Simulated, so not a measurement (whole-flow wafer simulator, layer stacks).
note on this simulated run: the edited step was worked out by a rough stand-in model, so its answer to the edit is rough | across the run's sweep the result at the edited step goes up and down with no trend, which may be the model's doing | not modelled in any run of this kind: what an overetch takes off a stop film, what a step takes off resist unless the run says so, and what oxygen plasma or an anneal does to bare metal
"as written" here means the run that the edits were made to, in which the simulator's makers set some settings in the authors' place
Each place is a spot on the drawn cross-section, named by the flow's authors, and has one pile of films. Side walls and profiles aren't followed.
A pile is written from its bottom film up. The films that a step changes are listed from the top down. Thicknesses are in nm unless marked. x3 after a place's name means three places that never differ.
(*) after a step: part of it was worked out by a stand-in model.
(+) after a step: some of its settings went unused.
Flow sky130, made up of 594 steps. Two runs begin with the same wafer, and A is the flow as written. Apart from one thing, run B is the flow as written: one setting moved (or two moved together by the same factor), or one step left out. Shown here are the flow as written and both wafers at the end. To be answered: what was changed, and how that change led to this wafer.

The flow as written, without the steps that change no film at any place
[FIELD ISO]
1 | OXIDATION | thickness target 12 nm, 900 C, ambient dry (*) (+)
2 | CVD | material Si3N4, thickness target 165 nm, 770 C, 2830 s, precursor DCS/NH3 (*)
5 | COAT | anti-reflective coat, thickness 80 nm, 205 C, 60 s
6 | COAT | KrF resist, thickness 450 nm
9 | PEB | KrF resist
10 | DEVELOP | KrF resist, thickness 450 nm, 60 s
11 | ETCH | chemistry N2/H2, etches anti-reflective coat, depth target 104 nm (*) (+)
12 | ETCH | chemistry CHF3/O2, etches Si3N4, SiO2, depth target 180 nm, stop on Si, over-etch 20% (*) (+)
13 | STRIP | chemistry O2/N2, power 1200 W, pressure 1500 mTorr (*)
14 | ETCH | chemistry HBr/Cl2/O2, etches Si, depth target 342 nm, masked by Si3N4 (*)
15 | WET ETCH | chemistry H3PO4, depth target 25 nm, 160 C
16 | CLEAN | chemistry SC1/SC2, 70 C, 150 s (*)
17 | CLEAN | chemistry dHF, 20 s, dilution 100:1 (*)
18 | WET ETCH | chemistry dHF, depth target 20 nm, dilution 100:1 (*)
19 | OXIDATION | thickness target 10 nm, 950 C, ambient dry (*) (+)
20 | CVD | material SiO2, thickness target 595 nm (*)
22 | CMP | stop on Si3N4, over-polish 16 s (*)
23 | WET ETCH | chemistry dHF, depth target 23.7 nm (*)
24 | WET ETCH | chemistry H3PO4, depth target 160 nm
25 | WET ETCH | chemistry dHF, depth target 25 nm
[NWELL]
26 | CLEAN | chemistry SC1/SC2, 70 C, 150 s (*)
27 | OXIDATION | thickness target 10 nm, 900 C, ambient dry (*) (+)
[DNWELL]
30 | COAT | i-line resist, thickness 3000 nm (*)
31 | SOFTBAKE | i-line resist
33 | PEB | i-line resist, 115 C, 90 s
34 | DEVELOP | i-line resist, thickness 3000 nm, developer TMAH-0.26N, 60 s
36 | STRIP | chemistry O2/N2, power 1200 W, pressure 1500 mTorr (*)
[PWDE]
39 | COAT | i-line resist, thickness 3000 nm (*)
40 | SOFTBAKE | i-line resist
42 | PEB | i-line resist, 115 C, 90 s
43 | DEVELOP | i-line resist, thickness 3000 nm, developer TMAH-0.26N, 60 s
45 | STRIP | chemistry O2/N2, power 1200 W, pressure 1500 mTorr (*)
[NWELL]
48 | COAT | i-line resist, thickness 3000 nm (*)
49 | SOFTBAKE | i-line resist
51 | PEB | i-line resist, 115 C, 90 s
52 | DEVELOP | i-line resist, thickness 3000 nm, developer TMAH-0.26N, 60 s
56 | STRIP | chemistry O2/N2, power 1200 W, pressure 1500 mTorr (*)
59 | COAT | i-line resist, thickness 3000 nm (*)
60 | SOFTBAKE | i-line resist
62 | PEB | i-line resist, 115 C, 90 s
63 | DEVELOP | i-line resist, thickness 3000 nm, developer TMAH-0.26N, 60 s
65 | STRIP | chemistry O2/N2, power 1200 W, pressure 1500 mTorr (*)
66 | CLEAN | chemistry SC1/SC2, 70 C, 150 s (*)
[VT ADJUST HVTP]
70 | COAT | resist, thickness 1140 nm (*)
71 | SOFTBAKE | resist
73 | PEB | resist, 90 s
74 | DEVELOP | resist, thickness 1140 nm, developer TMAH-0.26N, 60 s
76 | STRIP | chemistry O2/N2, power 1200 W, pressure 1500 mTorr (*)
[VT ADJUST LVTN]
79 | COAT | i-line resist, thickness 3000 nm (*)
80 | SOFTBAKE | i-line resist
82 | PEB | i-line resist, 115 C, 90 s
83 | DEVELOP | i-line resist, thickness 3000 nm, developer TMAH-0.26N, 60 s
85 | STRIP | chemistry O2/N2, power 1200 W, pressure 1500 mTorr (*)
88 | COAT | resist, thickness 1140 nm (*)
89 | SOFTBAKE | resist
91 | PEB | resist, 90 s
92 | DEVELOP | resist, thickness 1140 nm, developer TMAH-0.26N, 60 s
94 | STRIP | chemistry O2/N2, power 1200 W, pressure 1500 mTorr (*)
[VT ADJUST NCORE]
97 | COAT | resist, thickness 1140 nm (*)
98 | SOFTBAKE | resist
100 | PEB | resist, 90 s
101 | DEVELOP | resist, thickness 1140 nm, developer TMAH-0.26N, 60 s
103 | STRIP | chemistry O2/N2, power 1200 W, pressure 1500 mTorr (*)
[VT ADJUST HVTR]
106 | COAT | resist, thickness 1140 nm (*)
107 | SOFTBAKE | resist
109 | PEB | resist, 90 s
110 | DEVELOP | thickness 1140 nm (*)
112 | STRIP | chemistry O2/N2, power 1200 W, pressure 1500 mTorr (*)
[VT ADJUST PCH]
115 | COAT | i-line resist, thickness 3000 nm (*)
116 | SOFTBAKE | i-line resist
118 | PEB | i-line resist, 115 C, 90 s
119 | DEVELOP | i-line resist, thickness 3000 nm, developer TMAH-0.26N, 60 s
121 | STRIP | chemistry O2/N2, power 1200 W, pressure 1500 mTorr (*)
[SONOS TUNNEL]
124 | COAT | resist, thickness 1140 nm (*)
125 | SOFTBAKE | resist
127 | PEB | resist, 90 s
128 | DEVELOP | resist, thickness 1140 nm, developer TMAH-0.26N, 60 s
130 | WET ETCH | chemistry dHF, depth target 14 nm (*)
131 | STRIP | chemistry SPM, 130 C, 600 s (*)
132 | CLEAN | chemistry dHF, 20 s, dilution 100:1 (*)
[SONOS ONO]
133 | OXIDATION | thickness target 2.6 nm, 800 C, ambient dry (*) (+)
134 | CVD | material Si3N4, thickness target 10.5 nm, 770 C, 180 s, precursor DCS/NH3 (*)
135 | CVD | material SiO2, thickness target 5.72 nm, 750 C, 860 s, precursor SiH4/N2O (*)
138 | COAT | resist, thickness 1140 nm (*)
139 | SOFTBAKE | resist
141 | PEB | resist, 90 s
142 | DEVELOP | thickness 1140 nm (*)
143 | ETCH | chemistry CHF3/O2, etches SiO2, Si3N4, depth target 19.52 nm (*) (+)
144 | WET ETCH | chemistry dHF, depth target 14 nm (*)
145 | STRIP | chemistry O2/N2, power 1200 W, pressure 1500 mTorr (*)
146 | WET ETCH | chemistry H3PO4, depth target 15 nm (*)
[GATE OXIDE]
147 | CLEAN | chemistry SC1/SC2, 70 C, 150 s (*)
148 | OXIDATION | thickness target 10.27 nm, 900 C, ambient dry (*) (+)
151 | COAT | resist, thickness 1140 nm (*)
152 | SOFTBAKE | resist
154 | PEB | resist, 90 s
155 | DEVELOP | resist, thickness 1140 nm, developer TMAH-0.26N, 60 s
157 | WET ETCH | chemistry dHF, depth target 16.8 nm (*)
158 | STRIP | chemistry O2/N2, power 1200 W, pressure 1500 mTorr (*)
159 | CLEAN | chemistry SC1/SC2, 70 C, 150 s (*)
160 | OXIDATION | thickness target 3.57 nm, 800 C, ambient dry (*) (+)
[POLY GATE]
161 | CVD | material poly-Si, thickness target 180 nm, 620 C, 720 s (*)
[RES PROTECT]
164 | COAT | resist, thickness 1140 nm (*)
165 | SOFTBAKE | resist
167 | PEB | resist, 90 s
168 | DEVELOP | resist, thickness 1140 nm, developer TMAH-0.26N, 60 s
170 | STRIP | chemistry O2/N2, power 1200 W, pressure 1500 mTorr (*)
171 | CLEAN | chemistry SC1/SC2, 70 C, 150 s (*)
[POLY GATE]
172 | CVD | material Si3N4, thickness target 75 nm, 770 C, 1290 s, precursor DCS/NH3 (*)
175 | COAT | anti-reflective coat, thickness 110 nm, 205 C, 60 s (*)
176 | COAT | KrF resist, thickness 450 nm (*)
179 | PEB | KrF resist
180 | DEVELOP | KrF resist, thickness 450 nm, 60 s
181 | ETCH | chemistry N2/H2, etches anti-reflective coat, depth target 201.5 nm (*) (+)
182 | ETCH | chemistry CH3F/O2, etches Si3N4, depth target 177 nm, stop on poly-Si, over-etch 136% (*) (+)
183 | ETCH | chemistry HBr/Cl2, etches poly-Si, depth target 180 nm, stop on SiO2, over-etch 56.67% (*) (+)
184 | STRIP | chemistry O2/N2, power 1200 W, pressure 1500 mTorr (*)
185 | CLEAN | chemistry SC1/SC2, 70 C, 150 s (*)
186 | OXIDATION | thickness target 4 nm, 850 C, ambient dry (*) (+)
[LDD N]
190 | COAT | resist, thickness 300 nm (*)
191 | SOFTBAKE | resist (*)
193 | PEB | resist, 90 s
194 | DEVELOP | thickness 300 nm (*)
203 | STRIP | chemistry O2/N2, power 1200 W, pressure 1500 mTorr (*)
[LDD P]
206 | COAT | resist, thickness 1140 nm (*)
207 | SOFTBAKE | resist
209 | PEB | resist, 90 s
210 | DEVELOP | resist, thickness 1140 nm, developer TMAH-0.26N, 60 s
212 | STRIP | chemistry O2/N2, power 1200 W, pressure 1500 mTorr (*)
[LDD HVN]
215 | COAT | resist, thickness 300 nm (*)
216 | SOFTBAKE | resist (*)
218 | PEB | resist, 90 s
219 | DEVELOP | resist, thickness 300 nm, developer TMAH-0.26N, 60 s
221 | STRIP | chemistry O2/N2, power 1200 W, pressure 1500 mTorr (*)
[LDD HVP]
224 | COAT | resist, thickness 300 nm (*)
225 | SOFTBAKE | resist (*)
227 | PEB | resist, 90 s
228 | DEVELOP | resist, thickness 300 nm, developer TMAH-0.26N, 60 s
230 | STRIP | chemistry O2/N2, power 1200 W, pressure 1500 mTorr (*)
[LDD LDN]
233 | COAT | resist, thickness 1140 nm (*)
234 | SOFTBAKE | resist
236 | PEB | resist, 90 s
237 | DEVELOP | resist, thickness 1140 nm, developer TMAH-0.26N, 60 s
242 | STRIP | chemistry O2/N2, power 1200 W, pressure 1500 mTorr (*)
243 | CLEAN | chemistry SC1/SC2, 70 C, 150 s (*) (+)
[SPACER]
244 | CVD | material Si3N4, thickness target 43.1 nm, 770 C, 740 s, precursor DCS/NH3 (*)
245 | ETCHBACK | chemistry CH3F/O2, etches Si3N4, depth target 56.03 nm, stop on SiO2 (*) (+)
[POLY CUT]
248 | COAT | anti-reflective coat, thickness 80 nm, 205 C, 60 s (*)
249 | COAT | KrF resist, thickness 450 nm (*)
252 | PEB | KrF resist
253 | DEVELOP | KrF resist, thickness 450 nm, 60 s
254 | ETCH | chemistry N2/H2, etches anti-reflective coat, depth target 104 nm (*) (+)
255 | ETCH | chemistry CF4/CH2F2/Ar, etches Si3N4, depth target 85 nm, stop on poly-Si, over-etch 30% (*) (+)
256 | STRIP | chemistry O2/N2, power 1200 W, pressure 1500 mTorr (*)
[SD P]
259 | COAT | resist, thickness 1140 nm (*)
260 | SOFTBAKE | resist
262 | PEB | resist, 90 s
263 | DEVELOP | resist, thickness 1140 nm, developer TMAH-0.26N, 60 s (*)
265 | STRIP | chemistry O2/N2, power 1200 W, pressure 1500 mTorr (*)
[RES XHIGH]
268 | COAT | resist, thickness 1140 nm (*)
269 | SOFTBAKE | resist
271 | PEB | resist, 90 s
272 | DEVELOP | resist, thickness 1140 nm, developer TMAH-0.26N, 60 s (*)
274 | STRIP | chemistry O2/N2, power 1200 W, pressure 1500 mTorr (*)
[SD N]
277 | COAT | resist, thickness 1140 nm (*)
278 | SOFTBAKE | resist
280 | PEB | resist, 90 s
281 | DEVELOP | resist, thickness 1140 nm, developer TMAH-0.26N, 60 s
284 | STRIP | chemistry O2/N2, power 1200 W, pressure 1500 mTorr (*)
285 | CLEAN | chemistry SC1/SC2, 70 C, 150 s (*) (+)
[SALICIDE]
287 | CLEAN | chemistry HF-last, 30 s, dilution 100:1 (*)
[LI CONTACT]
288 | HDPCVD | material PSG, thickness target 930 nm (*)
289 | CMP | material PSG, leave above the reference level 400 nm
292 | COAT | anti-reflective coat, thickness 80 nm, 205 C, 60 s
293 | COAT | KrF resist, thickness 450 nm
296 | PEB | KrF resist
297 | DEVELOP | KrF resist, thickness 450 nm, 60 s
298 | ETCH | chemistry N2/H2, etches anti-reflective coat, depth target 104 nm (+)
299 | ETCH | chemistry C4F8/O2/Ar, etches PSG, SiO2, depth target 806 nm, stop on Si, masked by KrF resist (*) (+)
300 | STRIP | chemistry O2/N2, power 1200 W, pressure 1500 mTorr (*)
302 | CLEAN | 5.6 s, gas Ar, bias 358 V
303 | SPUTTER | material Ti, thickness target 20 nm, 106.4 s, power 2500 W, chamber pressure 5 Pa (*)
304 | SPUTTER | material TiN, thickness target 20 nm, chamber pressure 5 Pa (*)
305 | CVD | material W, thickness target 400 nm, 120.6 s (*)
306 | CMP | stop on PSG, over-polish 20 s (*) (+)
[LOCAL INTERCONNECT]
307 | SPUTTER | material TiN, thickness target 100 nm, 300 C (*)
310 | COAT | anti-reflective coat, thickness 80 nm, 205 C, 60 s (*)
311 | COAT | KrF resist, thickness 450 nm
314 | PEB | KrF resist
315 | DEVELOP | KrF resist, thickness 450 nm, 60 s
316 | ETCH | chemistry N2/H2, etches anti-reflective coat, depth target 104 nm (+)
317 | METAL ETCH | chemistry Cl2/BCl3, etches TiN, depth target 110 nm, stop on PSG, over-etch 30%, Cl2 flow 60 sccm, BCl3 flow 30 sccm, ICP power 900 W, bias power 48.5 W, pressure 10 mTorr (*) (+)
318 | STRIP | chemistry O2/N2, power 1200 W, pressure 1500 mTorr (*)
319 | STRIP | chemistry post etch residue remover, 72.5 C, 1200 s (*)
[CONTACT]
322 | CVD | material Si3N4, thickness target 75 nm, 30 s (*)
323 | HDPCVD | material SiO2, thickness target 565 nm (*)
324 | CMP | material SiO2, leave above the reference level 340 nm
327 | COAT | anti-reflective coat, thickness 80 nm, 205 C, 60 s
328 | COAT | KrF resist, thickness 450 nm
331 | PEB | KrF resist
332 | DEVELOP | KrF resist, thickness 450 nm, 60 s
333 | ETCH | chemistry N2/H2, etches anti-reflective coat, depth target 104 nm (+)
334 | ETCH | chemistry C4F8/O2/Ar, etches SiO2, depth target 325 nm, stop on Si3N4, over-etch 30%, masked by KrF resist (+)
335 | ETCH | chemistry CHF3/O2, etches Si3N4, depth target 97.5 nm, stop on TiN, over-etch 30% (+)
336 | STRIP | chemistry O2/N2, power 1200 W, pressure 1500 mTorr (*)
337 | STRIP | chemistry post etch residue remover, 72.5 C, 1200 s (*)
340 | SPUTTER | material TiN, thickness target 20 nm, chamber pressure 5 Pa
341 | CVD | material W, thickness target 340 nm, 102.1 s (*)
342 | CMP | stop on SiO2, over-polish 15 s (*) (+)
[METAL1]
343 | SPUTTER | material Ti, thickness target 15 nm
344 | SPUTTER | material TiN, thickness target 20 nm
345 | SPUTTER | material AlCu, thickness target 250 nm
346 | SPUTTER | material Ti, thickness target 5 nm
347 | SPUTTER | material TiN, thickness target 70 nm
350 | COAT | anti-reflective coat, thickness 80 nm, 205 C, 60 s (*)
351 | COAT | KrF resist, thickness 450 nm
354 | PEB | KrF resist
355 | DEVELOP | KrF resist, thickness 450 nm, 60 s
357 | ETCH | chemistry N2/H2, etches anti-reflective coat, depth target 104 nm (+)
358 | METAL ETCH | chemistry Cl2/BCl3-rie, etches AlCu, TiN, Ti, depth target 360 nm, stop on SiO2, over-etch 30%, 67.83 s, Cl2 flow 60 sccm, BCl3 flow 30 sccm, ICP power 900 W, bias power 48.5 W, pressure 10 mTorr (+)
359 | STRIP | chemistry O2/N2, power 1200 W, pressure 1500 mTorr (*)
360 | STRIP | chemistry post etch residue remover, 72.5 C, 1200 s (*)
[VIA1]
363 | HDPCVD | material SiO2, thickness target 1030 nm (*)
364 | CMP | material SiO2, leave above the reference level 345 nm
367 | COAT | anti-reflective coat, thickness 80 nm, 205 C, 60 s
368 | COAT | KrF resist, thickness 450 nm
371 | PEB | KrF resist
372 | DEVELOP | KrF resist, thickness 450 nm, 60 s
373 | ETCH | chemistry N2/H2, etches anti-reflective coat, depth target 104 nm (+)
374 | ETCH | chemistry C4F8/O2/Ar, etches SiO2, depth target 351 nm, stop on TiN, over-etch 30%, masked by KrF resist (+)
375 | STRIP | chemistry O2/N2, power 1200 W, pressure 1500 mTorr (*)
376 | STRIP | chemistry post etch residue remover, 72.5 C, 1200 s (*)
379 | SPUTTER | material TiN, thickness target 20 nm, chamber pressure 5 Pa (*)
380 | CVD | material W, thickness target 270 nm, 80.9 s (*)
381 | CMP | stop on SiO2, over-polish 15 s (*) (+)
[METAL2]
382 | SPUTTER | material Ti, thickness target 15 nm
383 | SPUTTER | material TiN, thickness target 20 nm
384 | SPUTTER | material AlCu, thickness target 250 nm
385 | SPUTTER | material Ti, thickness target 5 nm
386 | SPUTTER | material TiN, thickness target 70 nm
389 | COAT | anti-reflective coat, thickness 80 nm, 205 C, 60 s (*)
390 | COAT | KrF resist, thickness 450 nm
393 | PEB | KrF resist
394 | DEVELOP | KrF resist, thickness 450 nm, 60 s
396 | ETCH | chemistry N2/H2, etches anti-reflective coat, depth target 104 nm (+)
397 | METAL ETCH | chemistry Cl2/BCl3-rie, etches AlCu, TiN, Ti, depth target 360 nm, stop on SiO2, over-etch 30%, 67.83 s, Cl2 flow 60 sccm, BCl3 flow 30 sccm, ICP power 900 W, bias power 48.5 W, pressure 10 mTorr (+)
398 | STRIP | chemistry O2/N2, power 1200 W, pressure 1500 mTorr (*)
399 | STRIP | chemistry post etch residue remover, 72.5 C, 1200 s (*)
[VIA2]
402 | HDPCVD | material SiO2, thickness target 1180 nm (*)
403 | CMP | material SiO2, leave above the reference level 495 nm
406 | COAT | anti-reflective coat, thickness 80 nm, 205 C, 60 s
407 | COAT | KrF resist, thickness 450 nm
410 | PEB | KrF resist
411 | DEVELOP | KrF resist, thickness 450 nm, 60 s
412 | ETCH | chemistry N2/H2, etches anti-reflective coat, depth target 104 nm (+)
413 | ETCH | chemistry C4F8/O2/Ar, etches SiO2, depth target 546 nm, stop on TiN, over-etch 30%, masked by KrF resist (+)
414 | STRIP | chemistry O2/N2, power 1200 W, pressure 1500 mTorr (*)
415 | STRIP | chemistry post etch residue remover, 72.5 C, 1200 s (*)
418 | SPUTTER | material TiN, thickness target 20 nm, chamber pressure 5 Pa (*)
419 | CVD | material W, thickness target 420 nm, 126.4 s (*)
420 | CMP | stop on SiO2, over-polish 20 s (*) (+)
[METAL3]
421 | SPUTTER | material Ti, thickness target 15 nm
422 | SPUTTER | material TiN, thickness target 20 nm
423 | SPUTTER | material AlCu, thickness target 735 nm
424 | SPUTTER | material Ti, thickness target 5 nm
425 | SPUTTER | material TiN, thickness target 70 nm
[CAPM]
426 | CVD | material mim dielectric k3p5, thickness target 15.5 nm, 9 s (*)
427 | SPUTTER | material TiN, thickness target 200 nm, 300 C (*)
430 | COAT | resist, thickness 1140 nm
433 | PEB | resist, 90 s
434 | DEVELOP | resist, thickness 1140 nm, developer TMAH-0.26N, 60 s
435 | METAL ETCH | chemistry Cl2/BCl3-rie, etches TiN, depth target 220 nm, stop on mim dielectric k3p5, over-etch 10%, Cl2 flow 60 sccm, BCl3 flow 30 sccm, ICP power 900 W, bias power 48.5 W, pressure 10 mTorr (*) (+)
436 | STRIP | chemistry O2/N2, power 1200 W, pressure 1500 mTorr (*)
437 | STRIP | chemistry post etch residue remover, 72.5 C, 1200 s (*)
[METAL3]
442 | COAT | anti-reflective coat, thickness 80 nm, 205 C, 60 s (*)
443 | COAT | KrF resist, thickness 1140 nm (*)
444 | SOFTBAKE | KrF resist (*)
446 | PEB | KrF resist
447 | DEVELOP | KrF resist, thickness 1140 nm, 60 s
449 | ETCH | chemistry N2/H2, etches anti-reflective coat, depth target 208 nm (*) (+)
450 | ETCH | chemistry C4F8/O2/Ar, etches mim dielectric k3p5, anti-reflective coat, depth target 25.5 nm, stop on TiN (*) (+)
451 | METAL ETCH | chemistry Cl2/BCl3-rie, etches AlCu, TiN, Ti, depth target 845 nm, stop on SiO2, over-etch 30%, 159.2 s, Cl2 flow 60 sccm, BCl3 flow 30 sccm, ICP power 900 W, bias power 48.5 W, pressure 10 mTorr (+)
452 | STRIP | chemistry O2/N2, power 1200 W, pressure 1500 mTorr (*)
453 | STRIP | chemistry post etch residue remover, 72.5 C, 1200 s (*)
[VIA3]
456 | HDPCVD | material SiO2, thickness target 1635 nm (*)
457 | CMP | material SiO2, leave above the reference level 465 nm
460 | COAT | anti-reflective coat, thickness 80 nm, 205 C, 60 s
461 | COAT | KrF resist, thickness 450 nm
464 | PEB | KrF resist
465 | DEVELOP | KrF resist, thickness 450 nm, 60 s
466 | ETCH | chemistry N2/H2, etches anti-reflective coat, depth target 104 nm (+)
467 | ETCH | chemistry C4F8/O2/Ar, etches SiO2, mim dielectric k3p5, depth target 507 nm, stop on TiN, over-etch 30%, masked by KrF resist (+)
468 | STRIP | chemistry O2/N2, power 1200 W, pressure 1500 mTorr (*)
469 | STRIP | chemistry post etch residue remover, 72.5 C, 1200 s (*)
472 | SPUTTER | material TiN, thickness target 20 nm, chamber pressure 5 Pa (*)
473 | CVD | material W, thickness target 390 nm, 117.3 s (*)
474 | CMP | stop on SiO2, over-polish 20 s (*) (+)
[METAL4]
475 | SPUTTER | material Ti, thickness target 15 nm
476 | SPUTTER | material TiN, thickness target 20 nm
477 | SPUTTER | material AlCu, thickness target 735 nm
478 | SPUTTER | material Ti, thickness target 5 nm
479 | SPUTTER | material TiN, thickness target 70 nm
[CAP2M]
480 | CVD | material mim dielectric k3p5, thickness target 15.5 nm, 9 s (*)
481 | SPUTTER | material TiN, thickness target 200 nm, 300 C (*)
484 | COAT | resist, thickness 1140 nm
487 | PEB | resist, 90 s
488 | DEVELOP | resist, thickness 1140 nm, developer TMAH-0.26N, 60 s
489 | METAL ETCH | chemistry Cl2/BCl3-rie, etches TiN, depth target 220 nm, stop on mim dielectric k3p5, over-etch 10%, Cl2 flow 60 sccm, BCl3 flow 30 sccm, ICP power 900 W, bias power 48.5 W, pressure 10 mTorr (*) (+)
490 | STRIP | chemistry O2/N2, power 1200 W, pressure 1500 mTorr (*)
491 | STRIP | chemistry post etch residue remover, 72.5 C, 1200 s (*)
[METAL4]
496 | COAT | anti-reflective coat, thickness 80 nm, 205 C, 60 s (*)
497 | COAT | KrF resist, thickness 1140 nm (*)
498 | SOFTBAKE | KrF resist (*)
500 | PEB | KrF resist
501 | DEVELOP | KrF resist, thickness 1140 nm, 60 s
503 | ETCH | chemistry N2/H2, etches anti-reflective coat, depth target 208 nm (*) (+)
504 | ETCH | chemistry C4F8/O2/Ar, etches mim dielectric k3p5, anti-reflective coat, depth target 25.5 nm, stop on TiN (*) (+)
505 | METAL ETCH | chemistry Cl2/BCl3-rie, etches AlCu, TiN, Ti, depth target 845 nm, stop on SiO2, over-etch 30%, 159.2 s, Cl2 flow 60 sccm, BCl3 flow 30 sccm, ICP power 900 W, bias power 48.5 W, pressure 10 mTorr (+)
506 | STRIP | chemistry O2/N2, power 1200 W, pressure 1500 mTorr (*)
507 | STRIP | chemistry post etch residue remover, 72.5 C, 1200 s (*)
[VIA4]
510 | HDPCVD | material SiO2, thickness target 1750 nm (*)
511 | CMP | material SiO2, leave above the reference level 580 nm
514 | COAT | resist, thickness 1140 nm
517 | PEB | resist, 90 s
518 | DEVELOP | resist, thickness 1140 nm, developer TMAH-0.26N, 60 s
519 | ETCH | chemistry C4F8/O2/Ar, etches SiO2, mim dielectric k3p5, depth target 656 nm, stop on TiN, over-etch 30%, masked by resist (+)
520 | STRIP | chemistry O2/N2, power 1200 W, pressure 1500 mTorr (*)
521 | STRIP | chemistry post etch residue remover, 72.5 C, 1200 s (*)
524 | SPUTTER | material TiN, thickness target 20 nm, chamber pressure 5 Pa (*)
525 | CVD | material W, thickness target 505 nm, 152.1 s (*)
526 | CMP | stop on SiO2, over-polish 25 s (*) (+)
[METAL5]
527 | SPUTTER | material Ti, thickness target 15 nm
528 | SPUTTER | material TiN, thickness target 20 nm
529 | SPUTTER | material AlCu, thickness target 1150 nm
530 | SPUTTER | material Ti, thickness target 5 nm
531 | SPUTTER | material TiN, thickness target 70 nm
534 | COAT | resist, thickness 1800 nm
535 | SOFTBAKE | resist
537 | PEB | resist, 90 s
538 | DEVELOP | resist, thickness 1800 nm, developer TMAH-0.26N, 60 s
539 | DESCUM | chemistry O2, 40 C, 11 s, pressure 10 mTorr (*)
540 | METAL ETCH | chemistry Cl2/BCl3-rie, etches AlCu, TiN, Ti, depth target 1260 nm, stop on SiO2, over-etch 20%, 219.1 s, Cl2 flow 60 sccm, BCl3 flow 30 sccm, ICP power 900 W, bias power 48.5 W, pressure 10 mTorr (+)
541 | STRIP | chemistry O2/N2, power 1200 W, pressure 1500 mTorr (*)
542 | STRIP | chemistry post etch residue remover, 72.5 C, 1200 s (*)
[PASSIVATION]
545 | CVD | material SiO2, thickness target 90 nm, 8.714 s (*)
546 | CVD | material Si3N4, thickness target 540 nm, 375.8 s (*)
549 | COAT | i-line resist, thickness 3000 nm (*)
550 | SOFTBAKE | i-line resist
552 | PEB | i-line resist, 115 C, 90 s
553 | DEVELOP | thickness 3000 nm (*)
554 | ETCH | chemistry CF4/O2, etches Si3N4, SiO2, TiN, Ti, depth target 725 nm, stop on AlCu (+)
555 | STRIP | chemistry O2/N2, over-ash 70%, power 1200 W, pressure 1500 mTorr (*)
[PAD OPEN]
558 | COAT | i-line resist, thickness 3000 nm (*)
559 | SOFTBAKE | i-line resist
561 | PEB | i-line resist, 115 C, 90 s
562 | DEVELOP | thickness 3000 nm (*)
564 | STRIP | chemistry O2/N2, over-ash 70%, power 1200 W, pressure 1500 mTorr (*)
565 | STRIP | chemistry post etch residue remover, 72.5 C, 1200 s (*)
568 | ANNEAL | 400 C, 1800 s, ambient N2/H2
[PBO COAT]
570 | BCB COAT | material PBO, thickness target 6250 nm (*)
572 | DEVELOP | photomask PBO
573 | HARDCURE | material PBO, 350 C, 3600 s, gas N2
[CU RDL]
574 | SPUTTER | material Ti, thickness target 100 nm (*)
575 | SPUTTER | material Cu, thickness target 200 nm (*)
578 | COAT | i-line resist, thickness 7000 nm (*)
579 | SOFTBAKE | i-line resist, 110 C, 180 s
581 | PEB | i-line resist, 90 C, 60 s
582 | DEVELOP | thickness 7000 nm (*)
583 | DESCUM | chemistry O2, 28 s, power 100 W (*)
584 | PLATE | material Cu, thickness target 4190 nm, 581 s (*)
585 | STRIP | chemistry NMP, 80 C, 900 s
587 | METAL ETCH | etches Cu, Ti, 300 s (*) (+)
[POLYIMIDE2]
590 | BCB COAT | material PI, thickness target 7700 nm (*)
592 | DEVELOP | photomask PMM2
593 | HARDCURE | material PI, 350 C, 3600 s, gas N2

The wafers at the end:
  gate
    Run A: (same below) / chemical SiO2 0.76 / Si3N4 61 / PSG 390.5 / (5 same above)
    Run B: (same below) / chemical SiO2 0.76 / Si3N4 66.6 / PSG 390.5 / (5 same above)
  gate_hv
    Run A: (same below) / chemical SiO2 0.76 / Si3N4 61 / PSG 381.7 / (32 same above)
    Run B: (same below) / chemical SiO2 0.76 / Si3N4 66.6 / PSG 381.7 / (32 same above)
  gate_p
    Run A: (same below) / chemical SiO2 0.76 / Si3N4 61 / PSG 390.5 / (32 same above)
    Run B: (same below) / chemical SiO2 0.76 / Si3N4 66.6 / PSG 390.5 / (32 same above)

What caused this: step 245, ETCHBACK: depth target 50.43 nm was run, while the flow as written has depth target 56.03 nm.

Step by step, how the change led to this:
  245 | ETCHBACK | chemistry CH3F/O2, etches Si3N4, depth target 56.03 nm, stop on SiO2 (*) (+)
      n_well, gate, gate_hv and 74 more: A -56 Si3N4 | B -50.4 Si3N4
  248 | COAT | anti-reflective coat, thickness 80 nm, 205 C, 60 s (*)
      active_p, active_p_hvt: A +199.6 anti-reflective coat (new film) | B +203.9 anti-reflective coat (new film)
      active: A +212.8 anti-reflective coat (new film) | B +217.4 anti-reflective coat (new film)
      (and at 34 other places as well)
  254 | ETCH | chemistry N2/H2, etches anti-reflective coat, depth target 104 nm (*) (+)
      rxpo_ln: A -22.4 anti-reflective coat (all of it), -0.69 Si3N4 | B -23 anti-reflective coat (all of it), -0.67 Si3N4
  255 | ETCH | chemistry CF4/CH2F2/Ar, etches Si3N4, depth target 85 nm, stop on poly-Si, over-etch 30% (*) (+)
      field, active, n_well and 180 more: A -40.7 KrF resist | B -42.5 KrF resist
      rpo_wd, rxpo_wd: A -61.6 Si3N4 (all of it), -0.75 chemical SiO2 (all of it) | B -67.2 Si3N4 (all of it), -0.75 chemical SiO2 (all of it)
      (and at 5 other places as well)
  256 | STRIP | chemistry O2/N2, power 1200 W, pressure 1500 mTorr (*)
      active: A -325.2 KrF resist (all of it), -212.8 anti-reflective coat (all of it) | B -321.3 KrF resist (all of it), -217.4 anti-reflective coat (all of it)
      n_well: A -262.3 KrF resist (all of it), -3 anti-reflective coat (all of it) | B -256.3 KrF resist (all of it), -3 anti-reflective coat (all of it)
      (and at 39 other places as well)
  306 | CMP | stop on PSG, over-polish 20 s (*) (+)
      poly_licon: A -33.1 W | B -27.5 W
